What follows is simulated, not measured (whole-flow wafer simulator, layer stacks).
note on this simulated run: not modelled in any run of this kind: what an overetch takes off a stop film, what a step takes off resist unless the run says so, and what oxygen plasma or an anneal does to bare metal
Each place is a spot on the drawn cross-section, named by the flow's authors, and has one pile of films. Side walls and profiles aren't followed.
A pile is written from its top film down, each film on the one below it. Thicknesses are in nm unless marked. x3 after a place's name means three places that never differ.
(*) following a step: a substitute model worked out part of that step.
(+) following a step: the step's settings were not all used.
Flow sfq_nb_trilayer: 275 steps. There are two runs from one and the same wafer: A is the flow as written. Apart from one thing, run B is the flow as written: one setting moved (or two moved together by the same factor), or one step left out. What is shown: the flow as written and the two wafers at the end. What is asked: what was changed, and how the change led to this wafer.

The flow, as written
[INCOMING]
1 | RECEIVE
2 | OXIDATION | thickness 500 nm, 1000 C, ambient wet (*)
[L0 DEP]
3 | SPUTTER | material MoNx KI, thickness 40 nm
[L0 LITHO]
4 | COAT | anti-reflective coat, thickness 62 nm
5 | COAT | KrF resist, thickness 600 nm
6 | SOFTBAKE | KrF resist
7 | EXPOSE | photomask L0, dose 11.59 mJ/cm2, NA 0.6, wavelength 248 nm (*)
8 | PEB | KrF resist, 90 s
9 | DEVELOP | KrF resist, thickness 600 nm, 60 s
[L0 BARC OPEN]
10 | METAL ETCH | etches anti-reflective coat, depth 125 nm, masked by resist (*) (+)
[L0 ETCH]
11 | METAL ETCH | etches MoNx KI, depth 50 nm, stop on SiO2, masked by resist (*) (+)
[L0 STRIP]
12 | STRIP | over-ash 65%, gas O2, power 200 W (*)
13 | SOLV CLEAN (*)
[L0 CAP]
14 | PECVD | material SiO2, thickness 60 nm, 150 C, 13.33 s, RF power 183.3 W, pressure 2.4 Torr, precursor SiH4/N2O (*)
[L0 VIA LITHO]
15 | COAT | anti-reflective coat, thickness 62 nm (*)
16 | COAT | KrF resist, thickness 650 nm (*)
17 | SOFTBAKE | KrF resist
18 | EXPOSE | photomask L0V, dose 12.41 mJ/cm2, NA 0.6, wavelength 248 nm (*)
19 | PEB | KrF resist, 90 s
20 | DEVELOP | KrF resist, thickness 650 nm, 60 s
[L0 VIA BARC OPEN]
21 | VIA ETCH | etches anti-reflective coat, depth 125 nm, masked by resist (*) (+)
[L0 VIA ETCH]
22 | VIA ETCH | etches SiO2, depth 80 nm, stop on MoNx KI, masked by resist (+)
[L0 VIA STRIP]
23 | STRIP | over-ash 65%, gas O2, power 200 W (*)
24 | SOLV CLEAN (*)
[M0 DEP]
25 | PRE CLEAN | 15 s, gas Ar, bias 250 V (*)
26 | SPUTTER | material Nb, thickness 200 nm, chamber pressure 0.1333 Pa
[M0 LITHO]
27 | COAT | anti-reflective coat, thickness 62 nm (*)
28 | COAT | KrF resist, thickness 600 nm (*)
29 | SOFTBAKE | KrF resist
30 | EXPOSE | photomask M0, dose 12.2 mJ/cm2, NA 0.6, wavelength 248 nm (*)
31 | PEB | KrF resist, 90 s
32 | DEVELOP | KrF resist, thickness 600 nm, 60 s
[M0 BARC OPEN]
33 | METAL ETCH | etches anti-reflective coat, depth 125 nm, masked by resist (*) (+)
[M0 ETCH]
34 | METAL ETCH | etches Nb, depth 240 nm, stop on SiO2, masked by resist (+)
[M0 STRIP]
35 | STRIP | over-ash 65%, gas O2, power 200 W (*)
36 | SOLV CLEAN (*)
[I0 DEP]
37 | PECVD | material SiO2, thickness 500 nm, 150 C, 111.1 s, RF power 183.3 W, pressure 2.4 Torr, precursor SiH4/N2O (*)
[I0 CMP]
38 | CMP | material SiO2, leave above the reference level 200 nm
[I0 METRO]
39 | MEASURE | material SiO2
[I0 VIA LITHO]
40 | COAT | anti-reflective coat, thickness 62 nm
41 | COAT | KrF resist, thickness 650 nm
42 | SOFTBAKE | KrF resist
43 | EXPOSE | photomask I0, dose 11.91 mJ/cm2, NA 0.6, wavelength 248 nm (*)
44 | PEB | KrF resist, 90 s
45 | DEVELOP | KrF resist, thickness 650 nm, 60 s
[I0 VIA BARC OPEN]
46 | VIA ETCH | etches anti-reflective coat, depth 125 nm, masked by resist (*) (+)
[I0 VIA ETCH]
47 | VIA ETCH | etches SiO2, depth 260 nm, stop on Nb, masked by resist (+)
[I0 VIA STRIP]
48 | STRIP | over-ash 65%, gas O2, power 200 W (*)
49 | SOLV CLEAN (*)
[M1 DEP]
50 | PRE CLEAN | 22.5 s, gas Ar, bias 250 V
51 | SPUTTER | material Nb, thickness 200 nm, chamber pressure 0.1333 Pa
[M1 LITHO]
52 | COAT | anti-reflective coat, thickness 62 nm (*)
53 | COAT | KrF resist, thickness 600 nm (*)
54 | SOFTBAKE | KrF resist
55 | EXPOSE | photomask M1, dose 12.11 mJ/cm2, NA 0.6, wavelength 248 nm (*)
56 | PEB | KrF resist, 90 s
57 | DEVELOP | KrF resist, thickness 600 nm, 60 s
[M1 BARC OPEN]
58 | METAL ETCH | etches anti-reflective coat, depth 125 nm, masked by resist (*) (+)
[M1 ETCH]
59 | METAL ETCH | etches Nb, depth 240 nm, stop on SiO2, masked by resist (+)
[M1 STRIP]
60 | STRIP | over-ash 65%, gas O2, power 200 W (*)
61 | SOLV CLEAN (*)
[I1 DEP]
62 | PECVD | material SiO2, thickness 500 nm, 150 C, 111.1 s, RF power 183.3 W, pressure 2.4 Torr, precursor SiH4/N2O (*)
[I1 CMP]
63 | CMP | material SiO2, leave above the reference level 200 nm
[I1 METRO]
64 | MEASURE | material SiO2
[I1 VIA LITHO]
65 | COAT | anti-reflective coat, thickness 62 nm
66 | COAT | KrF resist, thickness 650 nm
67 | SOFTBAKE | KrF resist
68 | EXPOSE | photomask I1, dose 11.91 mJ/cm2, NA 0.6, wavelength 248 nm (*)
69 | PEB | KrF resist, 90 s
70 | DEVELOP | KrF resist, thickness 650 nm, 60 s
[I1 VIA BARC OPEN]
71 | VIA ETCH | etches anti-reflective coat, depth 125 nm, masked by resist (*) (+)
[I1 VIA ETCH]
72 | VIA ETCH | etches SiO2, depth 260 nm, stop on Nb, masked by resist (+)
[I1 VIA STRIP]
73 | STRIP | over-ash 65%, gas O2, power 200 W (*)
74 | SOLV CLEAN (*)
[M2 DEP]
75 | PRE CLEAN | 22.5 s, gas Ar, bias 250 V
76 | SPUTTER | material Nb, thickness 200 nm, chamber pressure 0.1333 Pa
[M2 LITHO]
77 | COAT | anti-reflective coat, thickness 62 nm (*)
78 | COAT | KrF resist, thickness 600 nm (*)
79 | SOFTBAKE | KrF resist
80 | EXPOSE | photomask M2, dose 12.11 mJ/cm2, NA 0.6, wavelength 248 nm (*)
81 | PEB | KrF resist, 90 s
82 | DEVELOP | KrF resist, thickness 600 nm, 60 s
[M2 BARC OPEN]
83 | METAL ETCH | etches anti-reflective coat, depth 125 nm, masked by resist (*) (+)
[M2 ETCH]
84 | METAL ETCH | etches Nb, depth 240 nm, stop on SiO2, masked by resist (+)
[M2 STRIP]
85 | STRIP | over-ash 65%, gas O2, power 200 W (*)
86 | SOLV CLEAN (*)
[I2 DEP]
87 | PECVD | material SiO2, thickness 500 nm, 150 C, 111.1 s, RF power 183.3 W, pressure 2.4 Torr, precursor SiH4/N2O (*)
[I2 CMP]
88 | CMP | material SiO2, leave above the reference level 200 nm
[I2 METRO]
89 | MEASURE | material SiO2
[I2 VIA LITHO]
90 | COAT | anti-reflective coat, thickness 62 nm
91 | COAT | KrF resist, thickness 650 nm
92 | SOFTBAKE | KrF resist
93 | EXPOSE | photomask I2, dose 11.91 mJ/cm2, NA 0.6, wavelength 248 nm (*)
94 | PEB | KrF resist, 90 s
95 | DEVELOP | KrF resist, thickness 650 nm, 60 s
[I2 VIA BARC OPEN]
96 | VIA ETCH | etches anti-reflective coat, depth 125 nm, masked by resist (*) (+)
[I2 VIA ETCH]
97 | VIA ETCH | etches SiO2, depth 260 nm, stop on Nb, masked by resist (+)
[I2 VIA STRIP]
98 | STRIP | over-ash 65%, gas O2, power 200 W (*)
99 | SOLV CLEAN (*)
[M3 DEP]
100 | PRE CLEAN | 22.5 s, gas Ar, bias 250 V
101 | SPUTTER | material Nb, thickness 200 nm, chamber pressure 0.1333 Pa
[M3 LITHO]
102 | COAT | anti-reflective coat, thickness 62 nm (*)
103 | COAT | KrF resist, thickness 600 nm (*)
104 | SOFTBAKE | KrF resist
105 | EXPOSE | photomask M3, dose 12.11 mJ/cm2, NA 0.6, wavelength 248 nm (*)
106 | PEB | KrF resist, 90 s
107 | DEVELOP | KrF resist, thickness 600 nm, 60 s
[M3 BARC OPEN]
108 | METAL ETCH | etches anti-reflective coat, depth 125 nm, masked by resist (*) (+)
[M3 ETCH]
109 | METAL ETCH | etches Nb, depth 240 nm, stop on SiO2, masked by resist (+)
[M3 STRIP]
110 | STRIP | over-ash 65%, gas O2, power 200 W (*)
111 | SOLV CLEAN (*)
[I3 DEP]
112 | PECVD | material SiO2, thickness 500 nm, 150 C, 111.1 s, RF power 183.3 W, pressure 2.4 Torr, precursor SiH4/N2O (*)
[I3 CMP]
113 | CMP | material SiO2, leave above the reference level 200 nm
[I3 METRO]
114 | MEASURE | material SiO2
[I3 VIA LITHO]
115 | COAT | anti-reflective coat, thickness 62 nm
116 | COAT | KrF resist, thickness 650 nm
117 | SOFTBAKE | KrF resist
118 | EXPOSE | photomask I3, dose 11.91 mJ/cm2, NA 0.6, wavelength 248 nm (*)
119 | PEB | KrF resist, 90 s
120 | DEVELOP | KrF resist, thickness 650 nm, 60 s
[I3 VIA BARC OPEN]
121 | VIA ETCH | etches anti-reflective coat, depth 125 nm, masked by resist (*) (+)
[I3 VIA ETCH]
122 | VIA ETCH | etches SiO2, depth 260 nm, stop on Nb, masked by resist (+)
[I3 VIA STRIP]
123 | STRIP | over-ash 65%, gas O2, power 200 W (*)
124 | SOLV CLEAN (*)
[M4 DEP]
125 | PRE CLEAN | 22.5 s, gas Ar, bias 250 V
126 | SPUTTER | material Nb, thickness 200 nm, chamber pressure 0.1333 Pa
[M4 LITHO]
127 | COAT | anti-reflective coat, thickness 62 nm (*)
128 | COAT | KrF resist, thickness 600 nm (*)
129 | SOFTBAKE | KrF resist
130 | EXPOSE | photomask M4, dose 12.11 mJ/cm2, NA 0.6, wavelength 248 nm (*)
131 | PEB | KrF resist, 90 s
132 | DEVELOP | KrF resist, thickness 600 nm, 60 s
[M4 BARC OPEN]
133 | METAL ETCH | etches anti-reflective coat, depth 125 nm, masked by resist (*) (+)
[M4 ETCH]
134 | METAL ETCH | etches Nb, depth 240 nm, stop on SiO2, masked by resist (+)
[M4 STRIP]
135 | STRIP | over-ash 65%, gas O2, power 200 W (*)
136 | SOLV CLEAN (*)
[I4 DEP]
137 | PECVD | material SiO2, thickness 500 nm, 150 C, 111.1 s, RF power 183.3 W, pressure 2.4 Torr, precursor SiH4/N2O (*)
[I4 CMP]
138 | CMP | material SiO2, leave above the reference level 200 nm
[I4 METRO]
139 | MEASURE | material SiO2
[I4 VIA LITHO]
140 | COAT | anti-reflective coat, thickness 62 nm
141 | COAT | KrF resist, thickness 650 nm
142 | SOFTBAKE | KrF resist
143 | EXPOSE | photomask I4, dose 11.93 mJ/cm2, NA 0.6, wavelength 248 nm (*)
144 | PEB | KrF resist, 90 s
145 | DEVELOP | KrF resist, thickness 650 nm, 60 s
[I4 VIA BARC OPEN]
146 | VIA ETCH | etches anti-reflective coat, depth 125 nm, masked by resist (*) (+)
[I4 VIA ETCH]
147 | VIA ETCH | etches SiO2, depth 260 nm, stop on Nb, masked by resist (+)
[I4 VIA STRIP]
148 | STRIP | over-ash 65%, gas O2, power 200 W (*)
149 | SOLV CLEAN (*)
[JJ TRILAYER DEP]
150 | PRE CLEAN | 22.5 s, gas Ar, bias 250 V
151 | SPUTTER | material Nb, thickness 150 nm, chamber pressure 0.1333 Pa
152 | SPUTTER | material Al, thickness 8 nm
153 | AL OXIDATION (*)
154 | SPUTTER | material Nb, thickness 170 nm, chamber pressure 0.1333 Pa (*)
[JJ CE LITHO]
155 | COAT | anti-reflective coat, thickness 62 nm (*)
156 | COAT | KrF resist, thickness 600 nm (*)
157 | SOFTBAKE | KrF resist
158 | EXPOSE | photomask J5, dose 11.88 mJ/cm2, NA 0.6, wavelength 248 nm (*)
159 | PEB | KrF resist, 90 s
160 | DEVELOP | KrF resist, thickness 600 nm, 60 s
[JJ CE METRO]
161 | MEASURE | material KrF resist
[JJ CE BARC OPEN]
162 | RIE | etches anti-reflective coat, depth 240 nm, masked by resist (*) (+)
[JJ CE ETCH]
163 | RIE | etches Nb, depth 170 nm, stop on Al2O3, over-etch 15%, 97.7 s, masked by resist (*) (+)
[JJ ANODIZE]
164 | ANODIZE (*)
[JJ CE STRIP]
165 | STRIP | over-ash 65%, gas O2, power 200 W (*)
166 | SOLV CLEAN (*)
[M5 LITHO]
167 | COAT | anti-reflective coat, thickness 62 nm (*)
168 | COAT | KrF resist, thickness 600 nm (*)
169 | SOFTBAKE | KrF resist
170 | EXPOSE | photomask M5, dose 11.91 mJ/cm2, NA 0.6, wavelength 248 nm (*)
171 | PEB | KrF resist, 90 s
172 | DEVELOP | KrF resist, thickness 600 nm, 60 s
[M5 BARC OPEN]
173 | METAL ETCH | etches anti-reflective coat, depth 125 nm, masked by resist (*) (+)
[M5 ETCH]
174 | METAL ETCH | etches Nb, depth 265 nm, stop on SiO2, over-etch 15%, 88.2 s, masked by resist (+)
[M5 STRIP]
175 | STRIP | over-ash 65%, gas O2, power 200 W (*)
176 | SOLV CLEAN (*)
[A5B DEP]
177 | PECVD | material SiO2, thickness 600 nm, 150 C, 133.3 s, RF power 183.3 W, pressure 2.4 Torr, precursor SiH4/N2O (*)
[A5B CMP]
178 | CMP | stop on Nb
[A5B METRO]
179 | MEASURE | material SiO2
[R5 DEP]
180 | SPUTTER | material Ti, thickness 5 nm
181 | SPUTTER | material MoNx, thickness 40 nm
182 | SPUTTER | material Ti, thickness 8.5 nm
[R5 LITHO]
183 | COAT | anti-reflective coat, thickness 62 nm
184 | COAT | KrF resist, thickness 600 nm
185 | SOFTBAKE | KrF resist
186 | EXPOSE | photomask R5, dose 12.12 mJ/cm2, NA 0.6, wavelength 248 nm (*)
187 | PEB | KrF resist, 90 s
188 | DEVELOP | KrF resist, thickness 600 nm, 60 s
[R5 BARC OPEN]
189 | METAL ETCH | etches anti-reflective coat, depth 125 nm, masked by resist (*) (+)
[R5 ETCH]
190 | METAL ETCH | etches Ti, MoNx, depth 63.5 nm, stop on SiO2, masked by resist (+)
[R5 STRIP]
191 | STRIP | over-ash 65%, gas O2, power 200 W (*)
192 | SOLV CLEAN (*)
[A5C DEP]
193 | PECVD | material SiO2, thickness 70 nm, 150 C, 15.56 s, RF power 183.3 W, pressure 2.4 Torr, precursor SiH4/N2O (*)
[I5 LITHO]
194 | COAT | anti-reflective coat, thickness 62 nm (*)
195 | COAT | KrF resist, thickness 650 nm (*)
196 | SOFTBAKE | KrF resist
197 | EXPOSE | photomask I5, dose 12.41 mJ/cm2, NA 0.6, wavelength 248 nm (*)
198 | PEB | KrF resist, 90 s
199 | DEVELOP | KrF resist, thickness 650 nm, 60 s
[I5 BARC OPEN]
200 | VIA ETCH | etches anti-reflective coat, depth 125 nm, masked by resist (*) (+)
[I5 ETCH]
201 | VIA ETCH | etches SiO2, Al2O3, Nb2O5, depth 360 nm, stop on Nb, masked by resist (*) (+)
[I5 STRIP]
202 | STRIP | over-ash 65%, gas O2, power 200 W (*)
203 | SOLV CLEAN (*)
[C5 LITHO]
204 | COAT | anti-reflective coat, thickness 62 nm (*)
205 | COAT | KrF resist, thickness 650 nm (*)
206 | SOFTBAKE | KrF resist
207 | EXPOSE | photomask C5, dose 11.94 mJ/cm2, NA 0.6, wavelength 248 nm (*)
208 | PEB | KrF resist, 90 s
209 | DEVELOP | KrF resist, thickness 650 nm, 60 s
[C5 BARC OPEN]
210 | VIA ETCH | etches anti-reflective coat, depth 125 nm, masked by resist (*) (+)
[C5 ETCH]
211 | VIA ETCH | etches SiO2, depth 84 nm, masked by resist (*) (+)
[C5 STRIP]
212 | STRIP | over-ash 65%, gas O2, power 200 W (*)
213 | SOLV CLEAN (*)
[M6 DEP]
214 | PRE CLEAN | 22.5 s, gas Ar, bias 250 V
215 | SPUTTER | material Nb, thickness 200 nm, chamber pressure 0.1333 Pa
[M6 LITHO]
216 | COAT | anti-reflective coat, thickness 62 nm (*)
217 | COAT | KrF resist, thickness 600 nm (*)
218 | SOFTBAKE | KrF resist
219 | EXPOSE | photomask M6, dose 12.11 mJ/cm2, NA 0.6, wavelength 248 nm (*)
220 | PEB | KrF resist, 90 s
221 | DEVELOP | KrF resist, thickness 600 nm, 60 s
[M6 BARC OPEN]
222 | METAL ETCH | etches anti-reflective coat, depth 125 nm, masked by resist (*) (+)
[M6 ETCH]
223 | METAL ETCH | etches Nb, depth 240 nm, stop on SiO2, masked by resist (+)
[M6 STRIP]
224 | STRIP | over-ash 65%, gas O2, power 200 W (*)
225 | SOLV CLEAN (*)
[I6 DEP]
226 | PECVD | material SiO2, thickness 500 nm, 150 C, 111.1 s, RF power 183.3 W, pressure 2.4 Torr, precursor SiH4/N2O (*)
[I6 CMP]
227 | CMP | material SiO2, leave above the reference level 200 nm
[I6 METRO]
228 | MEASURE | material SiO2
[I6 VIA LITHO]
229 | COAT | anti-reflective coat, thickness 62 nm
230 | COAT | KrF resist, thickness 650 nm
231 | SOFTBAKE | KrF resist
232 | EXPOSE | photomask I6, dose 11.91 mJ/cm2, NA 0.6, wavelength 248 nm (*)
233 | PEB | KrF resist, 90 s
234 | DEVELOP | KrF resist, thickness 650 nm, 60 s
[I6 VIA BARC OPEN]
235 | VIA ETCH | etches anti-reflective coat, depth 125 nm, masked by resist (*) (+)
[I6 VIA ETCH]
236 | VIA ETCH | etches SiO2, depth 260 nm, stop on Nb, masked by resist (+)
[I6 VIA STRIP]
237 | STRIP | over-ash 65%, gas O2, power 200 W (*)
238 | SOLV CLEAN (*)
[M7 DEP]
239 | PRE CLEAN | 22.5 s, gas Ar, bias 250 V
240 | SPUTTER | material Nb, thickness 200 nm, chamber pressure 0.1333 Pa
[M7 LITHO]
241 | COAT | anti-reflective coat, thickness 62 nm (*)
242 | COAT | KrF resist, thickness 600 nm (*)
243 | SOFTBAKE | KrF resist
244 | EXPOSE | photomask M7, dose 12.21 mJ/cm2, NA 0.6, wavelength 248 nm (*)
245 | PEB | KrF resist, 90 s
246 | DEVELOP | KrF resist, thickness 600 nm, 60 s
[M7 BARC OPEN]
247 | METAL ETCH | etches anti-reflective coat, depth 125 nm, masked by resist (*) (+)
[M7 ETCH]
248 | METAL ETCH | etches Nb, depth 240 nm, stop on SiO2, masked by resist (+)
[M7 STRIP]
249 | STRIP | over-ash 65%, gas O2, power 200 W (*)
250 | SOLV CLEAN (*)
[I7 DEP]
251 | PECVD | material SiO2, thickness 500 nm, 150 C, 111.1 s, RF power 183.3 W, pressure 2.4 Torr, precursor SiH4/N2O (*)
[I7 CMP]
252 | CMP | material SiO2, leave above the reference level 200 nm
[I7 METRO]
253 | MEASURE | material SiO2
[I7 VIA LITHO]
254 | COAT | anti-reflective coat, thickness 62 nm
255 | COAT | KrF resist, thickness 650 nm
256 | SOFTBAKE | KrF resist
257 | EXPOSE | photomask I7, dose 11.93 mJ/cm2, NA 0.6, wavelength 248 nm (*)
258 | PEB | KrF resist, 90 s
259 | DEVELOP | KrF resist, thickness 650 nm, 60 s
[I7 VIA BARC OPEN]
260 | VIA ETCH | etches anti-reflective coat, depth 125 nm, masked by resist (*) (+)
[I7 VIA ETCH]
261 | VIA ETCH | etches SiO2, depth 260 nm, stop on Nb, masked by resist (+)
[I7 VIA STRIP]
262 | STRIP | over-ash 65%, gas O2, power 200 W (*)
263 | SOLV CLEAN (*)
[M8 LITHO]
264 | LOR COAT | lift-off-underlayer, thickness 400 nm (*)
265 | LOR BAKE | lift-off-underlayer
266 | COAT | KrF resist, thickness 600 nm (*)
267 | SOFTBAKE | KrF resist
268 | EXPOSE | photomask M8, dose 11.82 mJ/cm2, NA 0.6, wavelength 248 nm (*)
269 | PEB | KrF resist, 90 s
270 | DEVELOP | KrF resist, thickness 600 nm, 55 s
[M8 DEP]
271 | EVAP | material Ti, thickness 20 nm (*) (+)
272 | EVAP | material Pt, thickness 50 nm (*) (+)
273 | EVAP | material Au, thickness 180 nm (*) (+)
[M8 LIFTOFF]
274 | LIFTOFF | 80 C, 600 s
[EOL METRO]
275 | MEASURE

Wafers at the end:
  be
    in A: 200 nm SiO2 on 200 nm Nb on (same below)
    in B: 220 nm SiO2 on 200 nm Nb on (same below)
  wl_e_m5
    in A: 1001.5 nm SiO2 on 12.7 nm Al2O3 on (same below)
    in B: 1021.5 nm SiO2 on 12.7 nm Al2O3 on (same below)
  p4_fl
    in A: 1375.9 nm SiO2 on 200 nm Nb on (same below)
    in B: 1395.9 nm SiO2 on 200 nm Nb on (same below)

What caused this: step 252, CMP: leave above the reference level 220 nm was run, whereas the flow has leave above the reference level 200 nm.
The wafer lets one read it off: be has SiO2 220, and step 252 as written asks for 200 nm.

How this came from the change, step by step:
  252 | CMP | material SiO2, leave above the reference level 200 nm
      field_l, p4_fl, p4_fm and 56 more: A SiO2 loses 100 | B SiO2 loses 80
      v_sur, via_wl, via_w and 37 more: A SiO2 loses 300 | B SiO2 loses 280
      (also at 7 further places)
  261 | VIA ETCH | etches SiO2, depth 260 nm, stop on Nb, masked by resist (+)
      via_wl, via_w, via_wr: A SiO2 loses 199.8 (all of it) | B SiO2 loses 219.8 (all of it)
  264 | LOR COAT | lift-off-underlayer, thickness 400 nm (*)
      via_wl, via_wr: A lift-off-underlayer gains 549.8 (new film) | B lift-off-underlayer gains 564.8 (new film)
      via_w: A lift-off-underlayer gains 536.4 (new film) | B lift-off-underlayer gains 550.1 (new film)
  270 | DEVELOP | KrF resist, thickness 600 nm, 55 s
      via_wl: A KrF resist loses 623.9 (all of it), lift-off-underlayer loses 549.8 (all of it) | B KrF resist loses 626.4 (all of it), lift-off-underlayer loses 564.8 (all of it)
      via_w: A KrF resist loses 635.4 (all of it), lift-off-underlayer loses 536.4 (all of it) | B KrF resist loses 639.1 (all of it), lift-off-underlayer loses 550.1 (all of it)
      (also at 1 further place)
